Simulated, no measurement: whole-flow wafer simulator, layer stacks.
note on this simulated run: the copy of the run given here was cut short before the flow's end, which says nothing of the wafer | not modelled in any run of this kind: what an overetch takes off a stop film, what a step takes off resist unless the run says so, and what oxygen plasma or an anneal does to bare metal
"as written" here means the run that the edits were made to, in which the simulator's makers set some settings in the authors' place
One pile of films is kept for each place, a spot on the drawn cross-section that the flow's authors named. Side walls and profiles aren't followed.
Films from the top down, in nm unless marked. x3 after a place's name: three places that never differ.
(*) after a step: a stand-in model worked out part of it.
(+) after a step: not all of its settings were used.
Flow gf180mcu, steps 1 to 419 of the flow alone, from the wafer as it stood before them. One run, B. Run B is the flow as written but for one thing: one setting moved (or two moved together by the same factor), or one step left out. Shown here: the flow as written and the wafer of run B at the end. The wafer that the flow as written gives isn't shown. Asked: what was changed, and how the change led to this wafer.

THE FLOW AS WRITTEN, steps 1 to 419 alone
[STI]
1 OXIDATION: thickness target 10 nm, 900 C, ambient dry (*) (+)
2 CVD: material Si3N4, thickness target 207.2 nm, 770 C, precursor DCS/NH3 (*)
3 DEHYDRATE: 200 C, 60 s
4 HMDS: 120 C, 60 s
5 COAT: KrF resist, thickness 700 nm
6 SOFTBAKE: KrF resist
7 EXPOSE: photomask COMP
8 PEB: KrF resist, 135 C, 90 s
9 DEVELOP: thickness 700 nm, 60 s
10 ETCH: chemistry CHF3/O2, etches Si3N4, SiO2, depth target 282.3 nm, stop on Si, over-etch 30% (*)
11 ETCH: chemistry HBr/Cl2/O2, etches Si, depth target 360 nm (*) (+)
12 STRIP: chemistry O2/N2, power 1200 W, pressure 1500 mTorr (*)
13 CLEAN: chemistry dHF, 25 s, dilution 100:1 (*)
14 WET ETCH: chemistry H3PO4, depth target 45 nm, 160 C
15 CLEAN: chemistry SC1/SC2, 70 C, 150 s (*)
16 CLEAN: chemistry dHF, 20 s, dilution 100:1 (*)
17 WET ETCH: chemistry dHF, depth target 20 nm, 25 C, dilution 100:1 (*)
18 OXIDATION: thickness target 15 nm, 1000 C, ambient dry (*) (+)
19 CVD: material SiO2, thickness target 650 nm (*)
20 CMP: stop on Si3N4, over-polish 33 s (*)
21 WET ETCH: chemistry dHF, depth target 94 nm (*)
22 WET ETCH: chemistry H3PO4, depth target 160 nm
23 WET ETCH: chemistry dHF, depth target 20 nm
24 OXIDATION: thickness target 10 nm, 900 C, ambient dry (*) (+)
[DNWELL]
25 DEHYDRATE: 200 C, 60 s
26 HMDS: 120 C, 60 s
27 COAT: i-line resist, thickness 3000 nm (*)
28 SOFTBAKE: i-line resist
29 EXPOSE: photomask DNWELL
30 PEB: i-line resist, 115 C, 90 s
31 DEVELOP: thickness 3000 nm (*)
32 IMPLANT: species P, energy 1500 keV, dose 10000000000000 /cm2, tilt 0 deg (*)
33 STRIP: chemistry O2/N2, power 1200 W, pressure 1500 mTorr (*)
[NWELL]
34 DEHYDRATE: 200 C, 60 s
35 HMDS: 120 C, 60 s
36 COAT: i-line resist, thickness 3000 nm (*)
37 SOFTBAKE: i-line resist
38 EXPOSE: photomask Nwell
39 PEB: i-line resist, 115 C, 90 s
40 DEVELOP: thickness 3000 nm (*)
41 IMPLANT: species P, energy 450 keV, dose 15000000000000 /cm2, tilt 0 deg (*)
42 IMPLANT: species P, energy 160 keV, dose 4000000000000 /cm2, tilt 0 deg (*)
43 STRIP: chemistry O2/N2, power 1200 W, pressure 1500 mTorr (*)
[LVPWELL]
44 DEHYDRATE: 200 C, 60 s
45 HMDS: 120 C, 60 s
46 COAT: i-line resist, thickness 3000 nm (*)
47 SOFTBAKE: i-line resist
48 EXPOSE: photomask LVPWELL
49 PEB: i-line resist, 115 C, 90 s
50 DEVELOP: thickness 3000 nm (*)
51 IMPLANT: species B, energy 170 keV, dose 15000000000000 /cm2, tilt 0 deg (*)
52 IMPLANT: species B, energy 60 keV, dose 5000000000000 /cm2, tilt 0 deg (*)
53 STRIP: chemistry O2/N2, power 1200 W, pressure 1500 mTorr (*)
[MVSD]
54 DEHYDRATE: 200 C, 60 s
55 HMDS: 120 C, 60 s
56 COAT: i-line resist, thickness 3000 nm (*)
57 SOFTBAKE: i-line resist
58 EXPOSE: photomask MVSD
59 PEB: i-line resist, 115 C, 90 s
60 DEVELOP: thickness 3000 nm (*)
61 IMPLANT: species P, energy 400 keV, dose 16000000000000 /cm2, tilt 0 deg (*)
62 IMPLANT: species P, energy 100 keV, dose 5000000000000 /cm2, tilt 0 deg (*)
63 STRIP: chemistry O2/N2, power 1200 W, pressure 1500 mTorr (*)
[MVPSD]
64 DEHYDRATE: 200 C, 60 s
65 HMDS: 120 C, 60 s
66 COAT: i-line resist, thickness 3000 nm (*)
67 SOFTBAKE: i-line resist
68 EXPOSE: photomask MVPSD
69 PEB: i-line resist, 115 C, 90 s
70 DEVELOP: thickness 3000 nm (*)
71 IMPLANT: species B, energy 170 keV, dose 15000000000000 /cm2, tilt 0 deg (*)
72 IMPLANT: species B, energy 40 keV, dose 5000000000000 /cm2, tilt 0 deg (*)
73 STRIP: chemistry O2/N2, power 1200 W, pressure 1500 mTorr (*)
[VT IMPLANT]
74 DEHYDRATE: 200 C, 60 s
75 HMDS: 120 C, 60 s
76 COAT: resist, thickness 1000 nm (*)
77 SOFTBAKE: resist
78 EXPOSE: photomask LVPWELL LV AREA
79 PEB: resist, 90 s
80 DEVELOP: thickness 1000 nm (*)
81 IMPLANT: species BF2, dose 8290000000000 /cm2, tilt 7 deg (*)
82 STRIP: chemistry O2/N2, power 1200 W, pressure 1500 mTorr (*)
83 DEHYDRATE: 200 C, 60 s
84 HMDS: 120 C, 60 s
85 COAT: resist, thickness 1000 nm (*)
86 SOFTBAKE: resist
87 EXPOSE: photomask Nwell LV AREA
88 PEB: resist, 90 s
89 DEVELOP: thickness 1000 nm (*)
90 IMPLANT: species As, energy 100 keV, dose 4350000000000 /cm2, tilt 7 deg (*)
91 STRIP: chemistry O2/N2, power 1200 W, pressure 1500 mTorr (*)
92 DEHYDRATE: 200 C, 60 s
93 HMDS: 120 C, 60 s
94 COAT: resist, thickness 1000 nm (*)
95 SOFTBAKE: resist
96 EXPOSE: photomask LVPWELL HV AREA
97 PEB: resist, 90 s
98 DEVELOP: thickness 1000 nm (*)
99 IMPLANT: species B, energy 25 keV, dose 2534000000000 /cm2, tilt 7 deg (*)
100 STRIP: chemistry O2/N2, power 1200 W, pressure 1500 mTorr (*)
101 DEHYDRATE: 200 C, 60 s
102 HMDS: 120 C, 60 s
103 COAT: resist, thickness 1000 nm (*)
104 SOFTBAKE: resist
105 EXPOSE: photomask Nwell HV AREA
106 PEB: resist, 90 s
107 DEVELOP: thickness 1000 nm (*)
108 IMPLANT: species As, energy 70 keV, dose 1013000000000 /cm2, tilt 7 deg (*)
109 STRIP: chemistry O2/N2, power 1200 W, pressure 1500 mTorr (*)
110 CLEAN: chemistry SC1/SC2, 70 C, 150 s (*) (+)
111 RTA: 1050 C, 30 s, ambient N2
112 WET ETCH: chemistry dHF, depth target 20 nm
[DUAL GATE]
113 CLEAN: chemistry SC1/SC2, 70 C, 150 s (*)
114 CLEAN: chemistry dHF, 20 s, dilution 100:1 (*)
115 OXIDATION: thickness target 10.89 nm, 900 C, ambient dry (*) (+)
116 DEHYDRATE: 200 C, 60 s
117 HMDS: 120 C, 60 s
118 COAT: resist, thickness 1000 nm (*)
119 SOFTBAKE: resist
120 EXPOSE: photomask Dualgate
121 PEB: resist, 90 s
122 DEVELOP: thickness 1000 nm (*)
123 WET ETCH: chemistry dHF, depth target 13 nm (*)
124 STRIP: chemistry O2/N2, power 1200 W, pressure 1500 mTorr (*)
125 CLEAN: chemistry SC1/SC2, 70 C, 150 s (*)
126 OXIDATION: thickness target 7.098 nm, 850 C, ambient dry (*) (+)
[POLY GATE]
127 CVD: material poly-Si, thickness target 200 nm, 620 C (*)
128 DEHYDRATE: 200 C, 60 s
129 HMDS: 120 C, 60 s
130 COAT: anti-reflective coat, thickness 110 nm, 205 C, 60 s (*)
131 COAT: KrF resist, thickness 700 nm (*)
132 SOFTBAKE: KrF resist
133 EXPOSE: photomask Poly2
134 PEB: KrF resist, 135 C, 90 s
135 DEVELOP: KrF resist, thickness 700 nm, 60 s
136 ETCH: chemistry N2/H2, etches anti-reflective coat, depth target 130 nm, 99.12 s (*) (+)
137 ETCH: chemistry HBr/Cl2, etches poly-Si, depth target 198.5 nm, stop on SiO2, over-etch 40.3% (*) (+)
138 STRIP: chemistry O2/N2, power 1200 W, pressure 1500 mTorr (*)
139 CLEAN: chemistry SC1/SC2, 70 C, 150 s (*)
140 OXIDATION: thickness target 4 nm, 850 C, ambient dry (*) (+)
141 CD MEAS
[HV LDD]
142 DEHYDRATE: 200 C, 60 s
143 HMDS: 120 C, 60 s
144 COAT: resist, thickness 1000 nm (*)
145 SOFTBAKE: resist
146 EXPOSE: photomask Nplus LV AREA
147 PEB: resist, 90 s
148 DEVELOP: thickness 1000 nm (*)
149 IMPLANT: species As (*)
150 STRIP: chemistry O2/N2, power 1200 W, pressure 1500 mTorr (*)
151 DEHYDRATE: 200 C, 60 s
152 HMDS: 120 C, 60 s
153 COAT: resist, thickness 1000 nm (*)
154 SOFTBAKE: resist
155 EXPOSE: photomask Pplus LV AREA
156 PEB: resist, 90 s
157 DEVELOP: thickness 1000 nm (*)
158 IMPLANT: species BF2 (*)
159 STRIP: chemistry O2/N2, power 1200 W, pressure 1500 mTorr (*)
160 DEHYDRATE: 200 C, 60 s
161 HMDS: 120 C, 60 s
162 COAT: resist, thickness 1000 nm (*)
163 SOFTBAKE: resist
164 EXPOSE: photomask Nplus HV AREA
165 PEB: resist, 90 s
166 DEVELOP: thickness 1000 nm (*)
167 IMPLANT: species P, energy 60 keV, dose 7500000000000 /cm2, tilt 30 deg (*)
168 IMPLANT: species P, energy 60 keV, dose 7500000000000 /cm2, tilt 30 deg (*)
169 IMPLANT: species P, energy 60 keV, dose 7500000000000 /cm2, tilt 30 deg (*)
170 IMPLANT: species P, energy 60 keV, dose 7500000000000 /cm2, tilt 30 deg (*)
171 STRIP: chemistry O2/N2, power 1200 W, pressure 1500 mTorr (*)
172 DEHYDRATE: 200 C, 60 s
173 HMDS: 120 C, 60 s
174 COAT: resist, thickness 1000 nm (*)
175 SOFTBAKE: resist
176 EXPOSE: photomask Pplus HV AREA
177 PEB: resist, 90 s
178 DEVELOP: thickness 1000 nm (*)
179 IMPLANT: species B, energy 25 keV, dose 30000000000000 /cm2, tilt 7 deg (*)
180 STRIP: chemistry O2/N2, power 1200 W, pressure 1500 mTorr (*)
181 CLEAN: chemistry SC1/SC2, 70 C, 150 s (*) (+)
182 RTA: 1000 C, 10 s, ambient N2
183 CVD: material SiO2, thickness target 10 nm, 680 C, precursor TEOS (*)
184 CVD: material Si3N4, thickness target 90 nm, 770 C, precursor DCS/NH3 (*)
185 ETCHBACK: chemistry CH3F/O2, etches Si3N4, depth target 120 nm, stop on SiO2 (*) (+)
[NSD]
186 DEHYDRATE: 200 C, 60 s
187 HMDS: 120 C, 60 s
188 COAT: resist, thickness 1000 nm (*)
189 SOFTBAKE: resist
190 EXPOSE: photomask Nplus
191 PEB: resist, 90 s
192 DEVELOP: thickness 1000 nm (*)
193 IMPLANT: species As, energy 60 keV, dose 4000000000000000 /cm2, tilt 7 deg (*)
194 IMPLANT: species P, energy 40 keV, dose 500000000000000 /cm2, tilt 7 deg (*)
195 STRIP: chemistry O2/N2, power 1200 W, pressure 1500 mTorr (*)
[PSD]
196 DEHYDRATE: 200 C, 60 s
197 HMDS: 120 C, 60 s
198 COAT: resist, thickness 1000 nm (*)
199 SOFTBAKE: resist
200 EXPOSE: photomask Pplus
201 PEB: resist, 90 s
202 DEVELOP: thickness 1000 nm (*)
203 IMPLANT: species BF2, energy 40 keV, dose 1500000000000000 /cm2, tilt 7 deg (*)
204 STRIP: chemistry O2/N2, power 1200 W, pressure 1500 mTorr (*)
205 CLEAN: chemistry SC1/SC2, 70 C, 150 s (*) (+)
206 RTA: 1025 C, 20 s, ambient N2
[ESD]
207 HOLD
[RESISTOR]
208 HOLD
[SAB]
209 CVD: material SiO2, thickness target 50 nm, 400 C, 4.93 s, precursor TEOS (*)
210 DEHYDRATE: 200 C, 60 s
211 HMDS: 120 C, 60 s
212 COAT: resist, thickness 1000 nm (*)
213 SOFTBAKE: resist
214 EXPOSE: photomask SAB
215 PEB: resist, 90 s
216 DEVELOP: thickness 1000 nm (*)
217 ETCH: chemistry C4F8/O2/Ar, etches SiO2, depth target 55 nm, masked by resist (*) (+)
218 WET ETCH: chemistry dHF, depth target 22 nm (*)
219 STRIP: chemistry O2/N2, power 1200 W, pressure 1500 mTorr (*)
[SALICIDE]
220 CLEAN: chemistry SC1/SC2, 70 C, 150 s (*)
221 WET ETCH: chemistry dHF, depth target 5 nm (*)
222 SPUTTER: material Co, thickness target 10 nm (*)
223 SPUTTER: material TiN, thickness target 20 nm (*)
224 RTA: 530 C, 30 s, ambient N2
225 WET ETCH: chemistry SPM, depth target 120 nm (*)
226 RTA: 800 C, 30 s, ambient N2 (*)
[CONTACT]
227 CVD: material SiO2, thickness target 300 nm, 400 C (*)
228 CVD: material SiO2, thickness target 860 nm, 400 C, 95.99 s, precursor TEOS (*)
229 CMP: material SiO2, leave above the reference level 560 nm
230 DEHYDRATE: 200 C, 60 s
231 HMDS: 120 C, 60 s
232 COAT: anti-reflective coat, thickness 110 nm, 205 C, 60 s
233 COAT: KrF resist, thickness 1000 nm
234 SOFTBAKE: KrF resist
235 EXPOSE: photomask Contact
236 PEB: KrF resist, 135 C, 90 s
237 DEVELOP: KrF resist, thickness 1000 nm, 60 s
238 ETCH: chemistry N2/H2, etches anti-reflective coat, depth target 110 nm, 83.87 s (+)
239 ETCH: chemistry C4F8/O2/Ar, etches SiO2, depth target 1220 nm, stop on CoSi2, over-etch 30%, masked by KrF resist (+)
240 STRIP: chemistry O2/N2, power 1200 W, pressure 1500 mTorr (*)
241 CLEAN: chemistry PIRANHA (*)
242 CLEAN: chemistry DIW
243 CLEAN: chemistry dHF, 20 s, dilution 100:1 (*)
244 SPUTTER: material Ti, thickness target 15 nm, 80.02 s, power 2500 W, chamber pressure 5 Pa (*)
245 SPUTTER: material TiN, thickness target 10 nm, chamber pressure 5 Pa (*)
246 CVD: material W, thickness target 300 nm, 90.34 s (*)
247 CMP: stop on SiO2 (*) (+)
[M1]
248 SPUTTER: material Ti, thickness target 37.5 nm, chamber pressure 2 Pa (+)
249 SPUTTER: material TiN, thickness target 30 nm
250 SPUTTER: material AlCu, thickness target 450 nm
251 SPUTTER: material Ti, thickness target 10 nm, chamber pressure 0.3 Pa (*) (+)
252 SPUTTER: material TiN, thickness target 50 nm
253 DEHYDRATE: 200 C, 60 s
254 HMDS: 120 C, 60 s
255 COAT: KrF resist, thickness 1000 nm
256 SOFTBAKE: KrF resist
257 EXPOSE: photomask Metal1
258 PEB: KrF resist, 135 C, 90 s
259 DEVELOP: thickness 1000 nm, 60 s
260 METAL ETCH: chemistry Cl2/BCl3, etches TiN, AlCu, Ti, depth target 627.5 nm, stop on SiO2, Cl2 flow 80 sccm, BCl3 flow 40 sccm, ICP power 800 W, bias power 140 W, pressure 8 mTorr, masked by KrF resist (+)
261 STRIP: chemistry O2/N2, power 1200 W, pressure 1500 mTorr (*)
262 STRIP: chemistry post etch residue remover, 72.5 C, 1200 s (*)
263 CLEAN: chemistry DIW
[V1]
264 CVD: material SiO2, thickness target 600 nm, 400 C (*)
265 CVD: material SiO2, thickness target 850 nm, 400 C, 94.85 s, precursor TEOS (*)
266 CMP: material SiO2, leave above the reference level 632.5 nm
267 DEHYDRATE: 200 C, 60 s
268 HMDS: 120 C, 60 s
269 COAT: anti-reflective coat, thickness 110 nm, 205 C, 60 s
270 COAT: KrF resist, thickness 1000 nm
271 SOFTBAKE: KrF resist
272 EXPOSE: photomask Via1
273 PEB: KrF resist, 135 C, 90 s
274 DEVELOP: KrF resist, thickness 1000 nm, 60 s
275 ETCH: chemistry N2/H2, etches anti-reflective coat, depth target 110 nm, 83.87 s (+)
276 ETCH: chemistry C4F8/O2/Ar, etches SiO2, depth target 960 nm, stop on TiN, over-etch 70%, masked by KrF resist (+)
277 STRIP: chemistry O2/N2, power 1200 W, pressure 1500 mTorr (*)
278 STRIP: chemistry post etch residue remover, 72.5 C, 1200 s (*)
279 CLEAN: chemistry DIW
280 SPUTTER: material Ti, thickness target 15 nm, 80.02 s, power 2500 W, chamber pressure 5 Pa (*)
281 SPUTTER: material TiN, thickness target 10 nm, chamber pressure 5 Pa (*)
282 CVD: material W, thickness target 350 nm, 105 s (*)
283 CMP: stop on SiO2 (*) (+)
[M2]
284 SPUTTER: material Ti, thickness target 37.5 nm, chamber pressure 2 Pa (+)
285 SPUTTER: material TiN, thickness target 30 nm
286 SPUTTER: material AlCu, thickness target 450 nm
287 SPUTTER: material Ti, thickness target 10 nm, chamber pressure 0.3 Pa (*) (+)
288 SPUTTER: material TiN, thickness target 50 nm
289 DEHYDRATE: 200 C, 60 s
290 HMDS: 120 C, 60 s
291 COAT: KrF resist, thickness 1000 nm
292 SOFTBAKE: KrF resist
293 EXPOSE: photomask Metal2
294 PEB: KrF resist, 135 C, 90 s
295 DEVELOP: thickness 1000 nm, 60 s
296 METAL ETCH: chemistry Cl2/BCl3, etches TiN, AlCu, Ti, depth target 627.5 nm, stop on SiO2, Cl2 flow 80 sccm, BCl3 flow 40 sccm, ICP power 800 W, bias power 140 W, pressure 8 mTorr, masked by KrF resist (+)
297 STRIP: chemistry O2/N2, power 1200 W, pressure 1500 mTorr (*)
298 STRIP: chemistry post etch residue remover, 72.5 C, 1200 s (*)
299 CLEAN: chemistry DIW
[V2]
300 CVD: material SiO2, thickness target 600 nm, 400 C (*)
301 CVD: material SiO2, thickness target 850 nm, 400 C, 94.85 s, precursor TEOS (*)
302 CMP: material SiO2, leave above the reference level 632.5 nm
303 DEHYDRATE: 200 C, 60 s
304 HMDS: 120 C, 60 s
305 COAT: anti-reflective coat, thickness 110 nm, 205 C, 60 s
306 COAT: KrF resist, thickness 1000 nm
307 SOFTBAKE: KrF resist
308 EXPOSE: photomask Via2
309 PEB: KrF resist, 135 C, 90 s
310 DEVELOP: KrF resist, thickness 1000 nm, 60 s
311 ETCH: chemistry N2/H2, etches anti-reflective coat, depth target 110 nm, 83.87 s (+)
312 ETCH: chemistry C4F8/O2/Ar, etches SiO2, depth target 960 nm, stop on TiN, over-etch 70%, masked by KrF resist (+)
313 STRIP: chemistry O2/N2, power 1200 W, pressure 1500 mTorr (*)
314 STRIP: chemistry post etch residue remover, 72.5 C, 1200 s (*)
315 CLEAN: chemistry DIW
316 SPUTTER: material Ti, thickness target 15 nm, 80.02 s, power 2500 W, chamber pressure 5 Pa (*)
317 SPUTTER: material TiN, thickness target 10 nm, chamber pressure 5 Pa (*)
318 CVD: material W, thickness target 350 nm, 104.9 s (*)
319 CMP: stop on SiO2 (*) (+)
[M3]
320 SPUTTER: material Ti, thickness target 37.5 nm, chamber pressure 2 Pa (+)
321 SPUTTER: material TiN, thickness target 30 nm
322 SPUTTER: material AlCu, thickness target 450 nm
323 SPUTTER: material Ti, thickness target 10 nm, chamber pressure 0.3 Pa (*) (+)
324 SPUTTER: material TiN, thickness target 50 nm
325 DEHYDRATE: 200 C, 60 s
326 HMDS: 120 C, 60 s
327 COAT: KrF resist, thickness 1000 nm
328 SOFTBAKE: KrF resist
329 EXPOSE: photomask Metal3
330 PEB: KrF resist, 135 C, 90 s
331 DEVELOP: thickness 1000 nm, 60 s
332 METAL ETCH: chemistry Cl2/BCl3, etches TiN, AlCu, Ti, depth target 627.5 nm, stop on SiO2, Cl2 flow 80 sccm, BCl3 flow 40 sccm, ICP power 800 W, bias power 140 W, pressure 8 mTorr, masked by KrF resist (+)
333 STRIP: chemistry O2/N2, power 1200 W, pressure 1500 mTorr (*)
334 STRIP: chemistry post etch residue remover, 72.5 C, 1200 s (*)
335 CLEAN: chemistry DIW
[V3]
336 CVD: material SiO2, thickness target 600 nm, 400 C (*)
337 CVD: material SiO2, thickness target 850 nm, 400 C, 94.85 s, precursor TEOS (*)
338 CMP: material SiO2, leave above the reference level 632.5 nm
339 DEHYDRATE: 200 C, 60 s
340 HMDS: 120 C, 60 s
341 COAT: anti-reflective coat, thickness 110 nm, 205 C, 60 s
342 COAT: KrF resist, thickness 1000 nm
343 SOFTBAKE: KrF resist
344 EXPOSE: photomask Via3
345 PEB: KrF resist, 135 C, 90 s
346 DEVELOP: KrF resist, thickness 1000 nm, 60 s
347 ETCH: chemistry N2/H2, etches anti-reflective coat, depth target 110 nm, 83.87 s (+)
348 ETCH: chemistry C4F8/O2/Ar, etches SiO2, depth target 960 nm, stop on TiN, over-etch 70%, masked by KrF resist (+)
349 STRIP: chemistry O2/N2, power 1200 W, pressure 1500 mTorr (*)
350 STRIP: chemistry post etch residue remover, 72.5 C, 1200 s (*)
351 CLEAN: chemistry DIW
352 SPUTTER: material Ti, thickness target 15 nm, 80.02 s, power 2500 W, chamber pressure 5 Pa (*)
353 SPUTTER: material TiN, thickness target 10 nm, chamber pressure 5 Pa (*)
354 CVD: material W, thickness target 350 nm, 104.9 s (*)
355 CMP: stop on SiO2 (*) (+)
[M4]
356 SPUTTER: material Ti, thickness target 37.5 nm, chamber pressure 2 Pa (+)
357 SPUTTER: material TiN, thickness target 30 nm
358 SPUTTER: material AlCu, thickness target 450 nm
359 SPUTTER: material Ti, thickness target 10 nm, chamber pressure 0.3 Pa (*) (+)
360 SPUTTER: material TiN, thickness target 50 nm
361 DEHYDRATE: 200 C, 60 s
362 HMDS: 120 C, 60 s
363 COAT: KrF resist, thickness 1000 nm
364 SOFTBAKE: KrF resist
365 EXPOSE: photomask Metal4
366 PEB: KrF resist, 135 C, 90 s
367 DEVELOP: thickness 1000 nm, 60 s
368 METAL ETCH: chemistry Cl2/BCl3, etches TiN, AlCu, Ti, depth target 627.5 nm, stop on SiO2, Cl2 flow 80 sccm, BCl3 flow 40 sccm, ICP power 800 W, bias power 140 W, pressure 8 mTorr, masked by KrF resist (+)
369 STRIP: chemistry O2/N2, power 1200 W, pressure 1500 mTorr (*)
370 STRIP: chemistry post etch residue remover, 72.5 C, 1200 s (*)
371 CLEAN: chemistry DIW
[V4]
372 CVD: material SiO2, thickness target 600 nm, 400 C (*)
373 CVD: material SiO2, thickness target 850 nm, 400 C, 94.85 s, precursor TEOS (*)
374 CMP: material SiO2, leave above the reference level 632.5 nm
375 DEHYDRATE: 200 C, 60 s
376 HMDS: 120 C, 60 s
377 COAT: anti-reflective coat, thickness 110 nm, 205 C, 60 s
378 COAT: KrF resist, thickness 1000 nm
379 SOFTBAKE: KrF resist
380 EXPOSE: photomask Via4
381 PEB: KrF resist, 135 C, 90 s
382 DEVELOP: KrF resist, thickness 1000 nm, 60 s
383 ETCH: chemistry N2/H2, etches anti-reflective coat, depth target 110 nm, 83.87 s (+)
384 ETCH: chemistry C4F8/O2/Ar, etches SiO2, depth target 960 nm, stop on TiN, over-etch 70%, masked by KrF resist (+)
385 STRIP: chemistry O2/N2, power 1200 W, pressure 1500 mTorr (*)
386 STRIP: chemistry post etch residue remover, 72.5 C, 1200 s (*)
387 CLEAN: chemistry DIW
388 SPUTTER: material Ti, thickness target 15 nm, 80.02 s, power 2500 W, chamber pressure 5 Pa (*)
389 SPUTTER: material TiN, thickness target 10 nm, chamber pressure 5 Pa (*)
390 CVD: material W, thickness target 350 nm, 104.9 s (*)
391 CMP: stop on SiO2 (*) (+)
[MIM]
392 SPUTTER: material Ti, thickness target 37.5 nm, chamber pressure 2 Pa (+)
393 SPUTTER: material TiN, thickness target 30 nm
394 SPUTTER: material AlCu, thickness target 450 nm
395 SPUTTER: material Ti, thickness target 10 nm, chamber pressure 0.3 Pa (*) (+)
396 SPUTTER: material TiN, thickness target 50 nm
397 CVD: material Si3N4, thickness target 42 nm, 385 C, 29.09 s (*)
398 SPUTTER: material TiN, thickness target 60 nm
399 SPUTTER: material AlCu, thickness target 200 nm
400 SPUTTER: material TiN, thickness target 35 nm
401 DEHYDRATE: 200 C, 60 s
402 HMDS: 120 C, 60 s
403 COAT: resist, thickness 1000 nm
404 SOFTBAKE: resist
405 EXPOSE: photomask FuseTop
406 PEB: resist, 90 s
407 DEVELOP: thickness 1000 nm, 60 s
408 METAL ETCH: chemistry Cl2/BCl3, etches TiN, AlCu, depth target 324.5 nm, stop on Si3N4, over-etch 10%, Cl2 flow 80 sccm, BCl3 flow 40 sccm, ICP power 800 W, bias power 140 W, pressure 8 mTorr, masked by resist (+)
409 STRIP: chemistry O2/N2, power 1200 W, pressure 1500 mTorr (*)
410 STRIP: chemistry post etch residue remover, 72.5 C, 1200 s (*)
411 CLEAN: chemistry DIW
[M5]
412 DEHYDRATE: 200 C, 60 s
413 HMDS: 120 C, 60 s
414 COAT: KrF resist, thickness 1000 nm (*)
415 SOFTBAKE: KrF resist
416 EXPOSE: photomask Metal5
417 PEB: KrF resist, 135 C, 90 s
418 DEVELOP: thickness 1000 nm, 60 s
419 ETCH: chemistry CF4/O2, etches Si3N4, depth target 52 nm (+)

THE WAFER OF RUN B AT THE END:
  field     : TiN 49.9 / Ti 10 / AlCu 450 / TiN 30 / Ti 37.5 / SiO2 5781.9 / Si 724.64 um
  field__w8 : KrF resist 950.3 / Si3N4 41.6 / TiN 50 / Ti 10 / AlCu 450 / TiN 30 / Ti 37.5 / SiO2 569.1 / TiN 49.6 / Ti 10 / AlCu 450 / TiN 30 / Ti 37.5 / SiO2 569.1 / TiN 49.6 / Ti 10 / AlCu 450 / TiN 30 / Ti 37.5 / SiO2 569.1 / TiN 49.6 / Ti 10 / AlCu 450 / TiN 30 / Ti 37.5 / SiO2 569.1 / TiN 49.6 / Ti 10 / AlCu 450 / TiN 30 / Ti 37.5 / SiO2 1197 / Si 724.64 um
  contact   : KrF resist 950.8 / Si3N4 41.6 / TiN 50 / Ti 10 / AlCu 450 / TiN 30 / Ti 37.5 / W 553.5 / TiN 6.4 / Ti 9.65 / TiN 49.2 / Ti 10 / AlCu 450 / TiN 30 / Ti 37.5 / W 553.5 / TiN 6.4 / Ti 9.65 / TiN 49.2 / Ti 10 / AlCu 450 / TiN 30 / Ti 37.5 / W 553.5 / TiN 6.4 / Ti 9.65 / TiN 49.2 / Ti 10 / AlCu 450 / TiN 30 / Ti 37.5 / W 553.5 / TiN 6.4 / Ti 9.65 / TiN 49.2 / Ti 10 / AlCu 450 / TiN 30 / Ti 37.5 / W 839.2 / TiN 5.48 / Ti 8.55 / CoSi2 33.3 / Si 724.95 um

The cause: step 419, ETCH: depth target 42.1 nm was run, where the flow has depth target 52 nm.

How the change led to this, step by step:
  419 ETCH: chemistry CF4/O2, etches Si3N4, depth target 52 nm (+)
      field, field__w1, field__w2 and 101 more: Si3N4 -41.6 (all of it), TiN -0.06 (as written it would be: Si3N4 -41.6 (all of it), TiN -1.44)
      field__w4, field__w8, contact, m1, m1__w1, mim, mim_1p0, m1_nw: KrF resist -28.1 (as written it would be: KrF resist -34.7)
